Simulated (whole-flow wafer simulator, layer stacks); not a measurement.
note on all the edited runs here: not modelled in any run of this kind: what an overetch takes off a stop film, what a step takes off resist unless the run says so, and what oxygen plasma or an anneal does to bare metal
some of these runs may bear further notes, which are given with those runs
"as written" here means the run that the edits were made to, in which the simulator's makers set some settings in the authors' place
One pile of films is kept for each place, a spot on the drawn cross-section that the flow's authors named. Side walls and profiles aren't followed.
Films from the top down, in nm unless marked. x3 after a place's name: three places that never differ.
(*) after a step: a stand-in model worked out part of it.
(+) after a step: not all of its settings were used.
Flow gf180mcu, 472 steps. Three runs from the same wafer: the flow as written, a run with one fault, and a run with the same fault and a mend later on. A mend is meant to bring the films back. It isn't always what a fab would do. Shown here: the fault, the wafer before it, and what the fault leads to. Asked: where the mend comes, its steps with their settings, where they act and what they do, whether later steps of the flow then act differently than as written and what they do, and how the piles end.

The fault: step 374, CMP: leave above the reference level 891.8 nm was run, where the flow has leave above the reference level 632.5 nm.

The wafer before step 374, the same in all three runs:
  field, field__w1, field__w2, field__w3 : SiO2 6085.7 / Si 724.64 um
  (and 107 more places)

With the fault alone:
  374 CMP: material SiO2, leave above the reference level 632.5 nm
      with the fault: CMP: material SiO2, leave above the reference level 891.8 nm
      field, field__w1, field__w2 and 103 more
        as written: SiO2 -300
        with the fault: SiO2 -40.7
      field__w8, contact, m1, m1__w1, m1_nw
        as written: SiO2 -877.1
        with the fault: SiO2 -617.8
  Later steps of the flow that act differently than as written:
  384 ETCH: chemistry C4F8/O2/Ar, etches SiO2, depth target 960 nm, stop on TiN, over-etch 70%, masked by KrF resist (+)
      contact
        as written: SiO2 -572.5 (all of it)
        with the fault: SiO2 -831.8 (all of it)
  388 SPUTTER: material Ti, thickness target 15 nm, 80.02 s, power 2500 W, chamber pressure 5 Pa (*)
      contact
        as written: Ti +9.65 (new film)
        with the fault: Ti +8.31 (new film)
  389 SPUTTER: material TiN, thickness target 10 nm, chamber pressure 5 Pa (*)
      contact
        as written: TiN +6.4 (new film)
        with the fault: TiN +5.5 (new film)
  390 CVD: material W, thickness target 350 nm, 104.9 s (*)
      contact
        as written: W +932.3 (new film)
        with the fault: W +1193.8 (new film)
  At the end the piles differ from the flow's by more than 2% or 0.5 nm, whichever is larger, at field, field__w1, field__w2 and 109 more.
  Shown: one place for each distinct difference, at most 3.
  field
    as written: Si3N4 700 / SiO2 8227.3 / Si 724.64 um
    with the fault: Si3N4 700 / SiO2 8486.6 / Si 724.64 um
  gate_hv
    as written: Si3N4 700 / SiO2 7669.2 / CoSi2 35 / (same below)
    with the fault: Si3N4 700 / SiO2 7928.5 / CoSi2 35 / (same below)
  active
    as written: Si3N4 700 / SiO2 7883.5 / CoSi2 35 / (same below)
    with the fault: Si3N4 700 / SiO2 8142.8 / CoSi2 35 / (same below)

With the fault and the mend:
  The mend comes after step 382.
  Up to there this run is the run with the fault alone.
  382a STRIP: chemistry O2/N2, power 2160 W, pressure 1700 mTorr (*)
      field, field__w1, field__w2 and 107 more
        KrF resist -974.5 (all of it), anti-reflective coat -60 (all of it)
      contact
        anti-reflective coat -60 (all of it)
  382b CMP: material SiO2, leave above the reference level 632.5 nm (the flow's step 374 once more)
      field, field__w1, field__w2 and 108 more
        SiO2 -259.3
  382c HMDS: 120 C, 60 s (the flow's step 376 once more)
      changes no film at any place that is followed
  382d COAT: anti-reflective coat, thickness 60 nm, 182 C, 71 s (the flow's step 377 once more)
      field, field__w1, field__w2 and 108 more
        anti-reflective coat +60 (new film)
  382e COAT: KrF resist, thickness 1000 nm (the flow's step 378 once more)
      field, field__w1, field__w2 and 108 more
        KrF resist +1000 (new film)
  382f SOFTBAKE: KrF resist (the flow's step 379 once more)
      changes no film at any place that is followed
  382g EXPOSE: photomask Via4 (the flow's step 380 once more)
      changes no film at any place that is followed
  382h PEB: KrF resist, 135 C, 90 s (the flow's step 381 once more)
      field, field__w1, field__w2 and 108 more
        KrF resist -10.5
  382i DEVELOP: KrF resist, thickness 1000 nm, 60 s (the flow's step 382 once more)
      field, field__w1, field__w2 and 107 more
        KrF resist -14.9
      contact
        KrF resist -989.5 (all of it)
  No later step of the flow acts differently than as written at any place that is followed.
  At the end the piles are the same as the flow's at every place that both follow.
